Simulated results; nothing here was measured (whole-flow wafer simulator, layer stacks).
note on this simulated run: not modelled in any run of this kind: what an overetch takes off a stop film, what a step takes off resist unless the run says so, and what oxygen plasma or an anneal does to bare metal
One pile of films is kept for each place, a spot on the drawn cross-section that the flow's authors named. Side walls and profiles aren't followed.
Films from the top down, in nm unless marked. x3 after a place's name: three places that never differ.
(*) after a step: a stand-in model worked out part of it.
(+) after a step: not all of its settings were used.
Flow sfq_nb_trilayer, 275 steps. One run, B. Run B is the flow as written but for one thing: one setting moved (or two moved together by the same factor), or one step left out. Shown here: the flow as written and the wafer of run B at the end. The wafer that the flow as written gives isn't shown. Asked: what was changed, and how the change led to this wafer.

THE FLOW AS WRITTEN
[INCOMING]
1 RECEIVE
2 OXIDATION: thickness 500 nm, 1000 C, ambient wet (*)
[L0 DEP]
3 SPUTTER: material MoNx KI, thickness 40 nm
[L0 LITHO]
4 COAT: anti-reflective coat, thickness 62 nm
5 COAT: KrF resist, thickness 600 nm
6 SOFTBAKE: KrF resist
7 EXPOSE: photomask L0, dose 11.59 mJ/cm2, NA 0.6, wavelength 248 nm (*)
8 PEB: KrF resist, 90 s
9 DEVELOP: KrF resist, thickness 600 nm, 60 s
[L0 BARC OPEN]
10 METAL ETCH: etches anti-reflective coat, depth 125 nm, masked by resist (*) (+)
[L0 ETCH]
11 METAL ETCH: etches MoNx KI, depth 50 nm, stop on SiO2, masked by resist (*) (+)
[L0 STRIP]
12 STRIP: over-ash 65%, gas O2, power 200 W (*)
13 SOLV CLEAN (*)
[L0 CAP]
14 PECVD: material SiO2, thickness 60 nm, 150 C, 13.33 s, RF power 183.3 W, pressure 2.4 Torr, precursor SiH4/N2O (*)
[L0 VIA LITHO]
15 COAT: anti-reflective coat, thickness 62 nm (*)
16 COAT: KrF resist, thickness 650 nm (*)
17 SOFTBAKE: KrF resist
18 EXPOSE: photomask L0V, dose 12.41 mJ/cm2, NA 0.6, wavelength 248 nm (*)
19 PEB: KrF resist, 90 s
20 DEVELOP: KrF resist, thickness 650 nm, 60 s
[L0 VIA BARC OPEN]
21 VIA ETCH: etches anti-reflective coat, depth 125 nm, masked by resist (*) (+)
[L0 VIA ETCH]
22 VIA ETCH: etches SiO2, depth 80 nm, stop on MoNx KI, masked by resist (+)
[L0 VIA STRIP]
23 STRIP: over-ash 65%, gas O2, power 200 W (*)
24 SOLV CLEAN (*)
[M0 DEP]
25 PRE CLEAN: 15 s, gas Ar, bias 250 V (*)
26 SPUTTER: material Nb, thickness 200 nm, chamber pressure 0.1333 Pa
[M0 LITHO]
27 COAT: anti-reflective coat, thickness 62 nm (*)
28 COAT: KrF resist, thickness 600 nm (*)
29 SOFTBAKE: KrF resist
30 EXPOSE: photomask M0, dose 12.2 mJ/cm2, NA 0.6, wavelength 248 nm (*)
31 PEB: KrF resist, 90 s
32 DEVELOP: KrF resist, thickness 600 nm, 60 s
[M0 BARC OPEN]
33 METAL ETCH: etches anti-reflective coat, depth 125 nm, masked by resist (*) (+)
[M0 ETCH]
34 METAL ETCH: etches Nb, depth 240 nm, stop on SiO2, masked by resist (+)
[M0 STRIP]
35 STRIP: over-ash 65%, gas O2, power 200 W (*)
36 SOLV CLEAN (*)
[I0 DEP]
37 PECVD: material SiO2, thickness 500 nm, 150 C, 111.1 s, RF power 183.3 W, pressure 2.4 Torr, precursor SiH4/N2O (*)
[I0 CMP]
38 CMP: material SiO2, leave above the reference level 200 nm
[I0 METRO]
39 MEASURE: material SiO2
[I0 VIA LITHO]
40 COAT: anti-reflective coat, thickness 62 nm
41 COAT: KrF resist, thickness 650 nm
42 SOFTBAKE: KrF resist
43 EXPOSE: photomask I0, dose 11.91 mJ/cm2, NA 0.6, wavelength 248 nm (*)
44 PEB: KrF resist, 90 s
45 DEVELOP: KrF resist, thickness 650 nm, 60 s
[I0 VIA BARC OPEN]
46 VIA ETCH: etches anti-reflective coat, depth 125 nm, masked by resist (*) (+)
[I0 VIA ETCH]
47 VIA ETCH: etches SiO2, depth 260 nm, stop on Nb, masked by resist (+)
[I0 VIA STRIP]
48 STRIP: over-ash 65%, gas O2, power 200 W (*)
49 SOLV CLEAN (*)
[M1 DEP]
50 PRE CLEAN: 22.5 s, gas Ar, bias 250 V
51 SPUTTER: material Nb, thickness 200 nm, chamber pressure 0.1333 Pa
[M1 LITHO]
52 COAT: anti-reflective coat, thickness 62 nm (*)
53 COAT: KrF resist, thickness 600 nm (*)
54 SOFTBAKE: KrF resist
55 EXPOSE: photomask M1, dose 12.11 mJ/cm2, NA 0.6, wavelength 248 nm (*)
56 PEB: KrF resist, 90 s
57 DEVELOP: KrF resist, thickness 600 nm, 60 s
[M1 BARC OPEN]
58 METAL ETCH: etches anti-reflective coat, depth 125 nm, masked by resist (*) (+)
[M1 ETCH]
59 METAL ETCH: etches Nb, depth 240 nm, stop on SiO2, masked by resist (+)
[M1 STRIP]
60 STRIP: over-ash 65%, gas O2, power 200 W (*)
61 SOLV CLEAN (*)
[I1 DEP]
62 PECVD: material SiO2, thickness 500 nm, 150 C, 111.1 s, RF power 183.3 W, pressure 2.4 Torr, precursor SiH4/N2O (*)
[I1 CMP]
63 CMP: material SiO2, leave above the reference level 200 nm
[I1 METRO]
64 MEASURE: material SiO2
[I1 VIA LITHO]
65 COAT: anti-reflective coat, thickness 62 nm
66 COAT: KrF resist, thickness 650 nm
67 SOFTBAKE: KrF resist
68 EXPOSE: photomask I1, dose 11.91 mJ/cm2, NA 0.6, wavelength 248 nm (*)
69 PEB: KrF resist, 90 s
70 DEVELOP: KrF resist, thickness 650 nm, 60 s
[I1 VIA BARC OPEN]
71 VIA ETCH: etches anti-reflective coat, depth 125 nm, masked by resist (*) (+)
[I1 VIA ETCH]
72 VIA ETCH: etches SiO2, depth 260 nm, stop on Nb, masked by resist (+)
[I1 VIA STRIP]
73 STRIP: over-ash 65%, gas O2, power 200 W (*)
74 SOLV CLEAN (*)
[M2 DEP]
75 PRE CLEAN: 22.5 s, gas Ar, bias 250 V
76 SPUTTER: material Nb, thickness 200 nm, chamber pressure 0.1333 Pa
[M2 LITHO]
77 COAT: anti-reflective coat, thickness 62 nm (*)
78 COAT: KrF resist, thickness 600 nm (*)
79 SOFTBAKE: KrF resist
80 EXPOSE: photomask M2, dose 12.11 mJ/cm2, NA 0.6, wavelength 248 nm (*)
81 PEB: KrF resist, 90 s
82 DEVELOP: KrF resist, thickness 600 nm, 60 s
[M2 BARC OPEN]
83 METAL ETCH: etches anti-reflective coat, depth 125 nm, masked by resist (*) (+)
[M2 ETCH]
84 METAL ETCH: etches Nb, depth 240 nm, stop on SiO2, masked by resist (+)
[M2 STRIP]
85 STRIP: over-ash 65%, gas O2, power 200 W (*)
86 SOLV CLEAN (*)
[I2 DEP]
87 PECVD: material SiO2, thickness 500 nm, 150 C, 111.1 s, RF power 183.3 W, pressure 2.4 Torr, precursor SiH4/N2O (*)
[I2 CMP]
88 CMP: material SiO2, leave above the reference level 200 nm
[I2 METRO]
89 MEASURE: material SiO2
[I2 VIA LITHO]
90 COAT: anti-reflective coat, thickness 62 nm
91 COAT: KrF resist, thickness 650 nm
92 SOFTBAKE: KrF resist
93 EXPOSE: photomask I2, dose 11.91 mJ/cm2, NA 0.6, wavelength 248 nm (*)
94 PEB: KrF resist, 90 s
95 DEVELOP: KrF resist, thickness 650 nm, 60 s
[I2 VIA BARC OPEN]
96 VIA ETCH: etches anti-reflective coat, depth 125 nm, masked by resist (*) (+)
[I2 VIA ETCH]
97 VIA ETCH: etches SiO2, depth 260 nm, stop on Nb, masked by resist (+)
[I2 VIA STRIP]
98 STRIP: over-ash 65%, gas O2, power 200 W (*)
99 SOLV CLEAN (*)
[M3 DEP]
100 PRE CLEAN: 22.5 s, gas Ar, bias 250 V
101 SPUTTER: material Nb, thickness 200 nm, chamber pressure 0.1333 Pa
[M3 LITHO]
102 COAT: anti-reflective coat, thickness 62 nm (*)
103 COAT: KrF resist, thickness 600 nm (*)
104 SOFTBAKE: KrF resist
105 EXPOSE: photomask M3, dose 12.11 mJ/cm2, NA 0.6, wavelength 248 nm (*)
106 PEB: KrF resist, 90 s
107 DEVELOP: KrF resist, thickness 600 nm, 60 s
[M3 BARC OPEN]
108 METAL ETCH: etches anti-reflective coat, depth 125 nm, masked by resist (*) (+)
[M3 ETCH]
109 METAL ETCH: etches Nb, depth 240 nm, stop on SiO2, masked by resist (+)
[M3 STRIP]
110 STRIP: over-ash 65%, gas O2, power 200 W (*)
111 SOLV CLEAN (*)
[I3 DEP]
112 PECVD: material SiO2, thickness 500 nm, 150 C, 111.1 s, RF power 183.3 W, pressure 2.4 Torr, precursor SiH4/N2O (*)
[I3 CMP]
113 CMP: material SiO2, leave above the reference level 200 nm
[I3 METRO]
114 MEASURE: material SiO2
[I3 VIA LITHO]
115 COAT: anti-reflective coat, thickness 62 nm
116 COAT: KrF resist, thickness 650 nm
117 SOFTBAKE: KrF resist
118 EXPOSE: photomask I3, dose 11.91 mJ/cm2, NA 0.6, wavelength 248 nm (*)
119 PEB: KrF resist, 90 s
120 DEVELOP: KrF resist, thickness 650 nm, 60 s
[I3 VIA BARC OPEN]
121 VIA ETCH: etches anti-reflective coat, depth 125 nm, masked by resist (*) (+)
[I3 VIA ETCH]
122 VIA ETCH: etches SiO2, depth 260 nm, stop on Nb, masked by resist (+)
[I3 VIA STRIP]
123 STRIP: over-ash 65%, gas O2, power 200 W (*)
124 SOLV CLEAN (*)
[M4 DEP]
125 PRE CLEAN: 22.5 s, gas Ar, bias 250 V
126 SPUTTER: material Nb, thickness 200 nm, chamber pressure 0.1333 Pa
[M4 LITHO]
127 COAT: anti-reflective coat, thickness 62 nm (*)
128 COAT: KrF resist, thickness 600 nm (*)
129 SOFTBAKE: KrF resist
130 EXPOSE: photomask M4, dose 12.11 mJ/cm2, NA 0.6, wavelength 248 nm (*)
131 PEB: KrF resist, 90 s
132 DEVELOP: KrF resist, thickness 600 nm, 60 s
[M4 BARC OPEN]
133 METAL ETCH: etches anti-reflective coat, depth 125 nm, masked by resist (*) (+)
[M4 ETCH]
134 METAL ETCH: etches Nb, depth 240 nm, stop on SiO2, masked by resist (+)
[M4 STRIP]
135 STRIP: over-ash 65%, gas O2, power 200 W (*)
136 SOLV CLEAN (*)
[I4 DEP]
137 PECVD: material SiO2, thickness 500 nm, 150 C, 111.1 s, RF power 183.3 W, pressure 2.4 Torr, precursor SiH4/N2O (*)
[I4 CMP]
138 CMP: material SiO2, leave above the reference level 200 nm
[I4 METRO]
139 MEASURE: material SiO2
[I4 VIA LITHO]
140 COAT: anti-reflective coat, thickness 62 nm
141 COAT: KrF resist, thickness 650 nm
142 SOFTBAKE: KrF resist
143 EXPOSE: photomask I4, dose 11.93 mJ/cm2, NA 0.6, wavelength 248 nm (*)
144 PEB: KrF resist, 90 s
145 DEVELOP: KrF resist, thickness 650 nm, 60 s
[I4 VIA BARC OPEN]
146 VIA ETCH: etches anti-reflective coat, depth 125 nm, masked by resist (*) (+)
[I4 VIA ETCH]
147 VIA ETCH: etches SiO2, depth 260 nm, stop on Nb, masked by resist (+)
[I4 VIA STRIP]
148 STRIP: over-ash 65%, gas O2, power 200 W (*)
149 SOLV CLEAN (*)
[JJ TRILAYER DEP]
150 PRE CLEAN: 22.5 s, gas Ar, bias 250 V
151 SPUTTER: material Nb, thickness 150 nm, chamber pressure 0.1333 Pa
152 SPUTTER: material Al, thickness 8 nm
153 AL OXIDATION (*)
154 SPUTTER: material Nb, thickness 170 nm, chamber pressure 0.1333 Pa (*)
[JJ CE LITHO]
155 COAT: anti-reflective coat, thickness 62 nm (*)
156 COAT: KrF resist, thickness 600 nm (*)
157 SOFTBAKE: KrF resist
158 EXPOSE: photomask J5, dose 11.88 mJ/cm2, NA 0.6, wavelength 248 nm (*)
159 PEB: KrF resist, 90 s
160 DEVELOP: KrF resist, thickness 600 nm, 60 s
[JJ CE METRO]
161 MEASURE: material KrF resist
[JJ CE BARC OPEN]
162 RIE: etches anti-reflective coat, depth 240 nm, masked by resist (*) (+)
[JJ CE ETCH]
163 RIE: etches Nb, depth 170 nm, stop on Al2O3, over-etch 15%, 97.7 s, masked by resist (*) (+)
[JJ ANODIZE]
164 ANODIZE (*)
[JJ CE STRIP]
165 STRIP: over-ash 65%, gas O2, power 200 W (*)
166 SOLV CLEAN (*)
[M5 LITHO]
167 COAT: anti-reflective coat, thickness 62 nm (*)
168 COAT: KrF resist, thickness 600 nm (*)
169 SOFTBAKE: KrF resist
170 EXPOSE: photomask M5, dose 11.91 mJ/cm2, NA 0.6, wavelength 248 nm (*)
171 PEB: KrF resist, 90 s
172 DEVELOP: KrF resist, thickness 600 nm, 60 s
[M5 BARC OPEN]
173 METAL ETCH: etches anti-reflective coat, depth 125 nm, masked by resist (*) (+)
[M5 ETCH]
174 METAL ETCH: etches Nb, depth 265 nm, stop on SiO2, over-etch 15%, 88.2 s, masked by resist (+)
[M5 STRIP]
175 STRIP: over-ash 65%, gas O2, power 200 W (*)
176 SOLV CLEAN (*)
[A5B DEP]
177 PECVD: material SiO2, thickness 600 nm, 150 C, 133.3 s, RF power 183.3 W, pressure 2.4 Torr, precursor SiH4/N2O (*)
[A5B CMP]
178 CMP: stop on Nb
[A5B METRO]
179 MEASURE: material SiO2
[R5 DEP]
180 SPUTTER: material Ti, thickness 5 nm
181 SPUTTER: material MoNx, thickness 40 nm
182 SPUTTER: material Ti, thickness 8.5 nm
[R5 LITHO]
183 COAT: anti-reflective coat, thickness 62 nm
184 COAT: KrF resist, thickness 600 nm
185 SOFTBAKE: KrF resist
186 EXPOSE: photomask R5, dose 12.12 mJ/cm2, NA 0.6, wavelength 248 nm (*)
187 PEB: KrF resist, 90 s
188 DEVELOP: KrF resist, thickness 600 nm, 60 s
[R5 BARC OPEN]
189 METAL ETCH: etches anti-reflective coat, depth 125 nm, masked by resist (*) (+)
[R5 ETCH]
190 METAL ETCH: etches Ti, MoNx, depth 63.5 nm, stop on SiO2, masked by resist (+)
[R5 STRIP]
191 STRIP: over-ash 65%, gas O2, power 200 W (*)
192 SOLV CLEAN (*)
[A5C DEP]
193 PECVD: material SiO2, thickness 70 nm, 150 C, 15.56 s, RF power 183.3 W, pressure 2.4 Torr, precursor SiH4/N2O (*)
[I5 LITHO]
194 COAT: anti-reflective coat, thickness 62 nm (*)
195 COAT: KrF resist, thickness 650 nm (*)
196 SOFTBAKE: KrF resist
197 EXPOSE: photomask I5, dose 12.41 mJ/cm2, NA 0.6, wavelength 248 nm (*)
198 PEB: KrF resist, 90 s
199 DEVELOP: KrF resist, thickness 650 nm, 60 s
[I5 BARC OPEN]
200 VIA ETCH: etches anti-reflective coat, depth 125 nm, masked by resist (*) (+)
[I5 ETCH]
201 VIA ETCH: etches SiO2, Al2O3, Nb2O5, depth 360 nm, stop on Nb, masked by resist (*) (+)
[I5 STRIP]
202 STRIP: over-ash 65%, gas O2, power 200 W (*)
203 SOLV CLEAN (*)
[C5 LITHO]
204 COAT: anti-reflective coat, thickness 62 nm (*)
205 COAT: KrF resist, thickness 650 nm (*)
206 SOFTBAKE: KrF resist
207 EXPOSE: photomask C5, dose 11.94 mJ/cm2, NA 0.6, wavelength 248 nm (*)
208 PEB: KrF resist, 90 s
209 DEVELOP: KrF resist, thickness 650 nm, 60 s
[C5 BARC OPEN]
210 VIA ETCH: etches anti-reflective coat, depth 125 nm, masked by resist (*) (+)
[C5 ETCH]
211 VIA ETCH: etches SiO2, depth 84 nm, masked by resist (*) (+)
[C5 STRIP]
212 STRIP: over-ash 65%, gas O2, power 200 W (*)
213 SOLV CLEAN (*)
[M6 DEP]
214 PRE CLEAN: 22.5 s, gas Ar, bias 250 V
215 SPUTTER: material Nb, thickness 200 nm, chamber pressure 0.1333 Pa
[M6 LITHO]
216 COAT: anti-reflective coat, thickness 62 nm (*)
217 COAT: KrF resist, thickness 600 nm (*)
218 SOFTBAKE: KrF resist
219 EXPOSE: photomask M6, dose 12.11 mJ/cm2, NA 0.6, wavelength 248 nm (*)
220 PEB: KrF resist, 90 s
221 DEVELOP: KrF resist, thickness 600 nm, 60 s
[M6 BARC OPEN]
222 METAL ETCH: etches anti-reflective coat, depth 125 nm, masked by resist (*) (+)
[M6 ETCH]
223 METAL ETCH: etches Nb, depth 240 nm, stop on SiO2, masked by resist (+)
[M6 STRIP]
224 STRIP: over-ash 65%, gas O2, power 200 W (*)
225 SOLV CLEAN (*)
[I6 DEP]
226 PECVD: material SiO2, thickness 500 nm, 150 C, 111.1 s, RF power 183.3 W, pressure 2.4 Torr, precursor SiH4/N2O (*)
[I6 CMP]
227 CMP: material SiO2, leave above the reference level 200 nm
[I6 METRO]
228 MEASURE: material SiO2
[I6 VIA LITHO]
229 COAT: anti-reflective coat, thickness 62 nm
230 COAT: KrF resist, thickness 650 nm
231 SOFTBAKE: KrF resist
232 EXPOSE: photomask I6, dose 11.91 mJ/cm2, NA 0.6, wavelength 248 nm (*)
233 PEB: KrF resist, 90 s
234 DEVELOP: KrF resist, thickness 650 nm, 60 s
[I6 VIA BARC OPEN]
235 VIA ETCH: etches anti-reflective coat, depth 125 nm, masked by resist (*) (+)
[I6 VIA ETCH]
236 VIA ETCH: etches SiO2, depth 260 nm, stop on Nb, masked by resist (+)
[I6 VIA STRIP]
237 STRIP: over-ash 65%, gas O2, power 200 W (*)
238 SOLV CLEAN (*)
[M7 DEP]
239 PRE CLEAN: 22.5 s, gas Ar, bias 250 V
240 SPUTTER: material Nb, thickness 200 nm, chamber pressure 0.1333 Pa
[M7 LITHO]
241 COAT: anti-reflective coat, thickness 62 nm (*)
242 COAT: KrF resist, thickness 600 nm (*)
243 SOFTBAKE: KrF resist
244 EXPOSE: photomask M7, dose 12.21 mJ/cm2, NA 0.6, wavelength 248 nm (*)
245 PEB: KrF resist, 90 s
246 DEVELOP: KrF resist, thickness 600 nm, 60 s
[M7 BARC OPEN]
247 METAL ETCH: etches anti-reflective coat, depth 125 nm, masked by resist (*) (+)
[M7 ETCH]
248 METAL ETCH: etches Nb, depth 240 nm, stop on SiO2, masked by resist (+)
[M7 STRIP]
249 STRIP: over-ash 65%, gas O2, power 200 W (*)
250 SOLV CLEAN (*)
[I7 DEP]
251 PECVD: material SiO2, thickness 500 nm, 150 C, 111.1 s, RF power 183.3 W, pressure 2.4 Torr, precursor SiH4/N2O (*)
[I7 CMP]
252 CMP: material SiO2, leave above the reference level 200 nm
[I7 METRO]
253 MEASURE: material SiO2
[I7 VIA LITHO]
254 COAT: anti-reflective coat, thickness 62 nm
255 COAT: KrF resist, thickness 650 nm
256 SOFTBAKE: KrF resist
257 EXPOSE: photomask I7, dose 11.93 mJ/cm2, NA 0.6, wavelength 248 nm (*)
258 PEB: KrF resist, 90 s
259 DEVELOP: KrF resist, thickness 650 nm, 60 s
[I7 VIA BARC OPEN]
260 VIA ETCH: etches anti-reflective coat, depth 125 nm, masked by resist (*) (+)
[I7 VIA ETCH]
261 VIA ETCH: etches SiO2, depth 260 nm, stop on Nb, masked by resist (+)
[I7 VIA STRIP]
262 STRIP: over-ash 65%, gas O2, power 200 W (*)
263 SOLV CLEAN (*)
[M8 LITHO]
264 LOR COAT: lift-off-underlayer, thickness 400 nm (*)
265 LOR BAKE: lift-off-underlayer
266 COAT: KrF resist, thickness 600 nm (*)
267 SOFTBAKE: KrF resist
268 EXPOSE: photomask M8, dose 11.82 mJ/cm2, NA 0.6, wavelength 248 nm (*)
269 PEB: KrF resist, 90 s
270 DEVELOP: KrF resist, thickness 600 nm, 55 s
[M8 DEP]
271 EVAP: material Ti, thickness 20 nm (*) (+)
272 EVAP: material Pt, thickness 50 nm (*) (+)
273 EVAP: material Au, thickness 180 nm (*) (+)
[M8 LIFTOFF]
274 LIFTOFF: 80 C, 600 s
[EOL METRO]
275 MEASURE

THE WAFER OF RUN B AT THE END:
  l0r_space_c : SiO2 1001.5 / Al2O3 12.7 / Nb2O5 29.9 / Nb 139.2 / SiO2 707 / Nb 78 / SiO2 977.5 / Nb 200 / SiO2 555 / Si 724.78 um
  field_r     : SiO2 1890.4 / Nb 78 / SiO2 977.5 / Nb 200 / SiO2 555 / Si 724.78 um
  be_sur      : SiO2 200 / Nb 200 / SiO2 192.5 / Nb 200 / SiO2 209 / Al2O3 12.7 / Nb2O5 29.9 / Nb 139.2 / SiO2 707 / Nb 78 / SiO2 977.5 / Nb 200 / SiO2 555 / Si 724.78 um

The cause: step 109, METAL ETCH: depth 122 nm was run, where the flow has depth 240 nm.

How the change led to this, step by step:
  109 METAL ETCH: etches Nb, depth 240 nm, stop on SiO2, masked by resist (+)
      field_l, be, be_sur and 72 more: Nb -122 (as written it would be: Nb -200 (all of it))
      v_sur, via_wl, via_w and 28 more: KrF resist -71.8 (as written it would be: KrF resist -141.2)
  110 STRIP: over-ash 65%, gas O2, power 200 W (*)
      p4_w1, p4_w2, p4_w3 and 21 more: KrF resist -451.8 (all of it), anti-reflective coat -62 (all of it) (as written it would be: KrF resist -382.4 (all of it), anti-reflective coat -62 (all of it))
      via_wl, via_wr: KrF resist -453.6 (all of it), anti-reflective coat -34.2 (all of it) (as written it would be: KrF resist -384.2 (all of it), anti-reflective coat -34.2 (all of it))
      (and at 5 more places)
  112 PECVD: material SiO2, thickness 500 nm, 150 C, 111.1 s, RF power 183.3 W, pressure 2.4 Torr, precursor SiH4/N2O (*)
      field_l, be, be_sur and 64 more: SiO2 +500 (new film) (as written it would be: SiO2 +500)
      p4_g1, p4_g2, p3_s0, p3_s1, p3_s2, p3_s3, p3_s4, p3_s5: SiO2 +500 (new film) (as written it would be: SiO2 +557.1)
  113 CMP: material SiO2, leave above the reference level 200 nm
      field_l, be, be_sur and 64 more: SiO2 -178 (as written it would be: SiO2 -100)
      p4_g1, p4_g2, p3_s0, p3_s1, p3_s2, p3_s3, p3_s4, p3_s5: SiO2 -178 (as written it would be: SiO2 -157.1)
Counting metal films that touch as one body, l0r_space_c has 3 bodies (between them, from the top down: SiO2 707; SiO2 977.5); the flow as written gives 2 bodies (between them, from the top down: SiO2 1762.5).
Counting metal films that touch as one body, field_r has 2 bodies (between them, from the top down: SiO2 977.5); the flow as written gives 1 body.
Counting metal films that touch as one body, be_sur has 5 bodies (between them, from the top down: SiO2 192.5; SiO2 209 / Al2O3 12.7 / Nb2O5 29.9; SiO2 707; SiO2 977.5); the flow as written gives 4 bodies (between them, from the top down: SiO2 192.5; SiO2 209 / Al2O3 12.7 / Nb2O5 29.9; SiO2 1762.5).
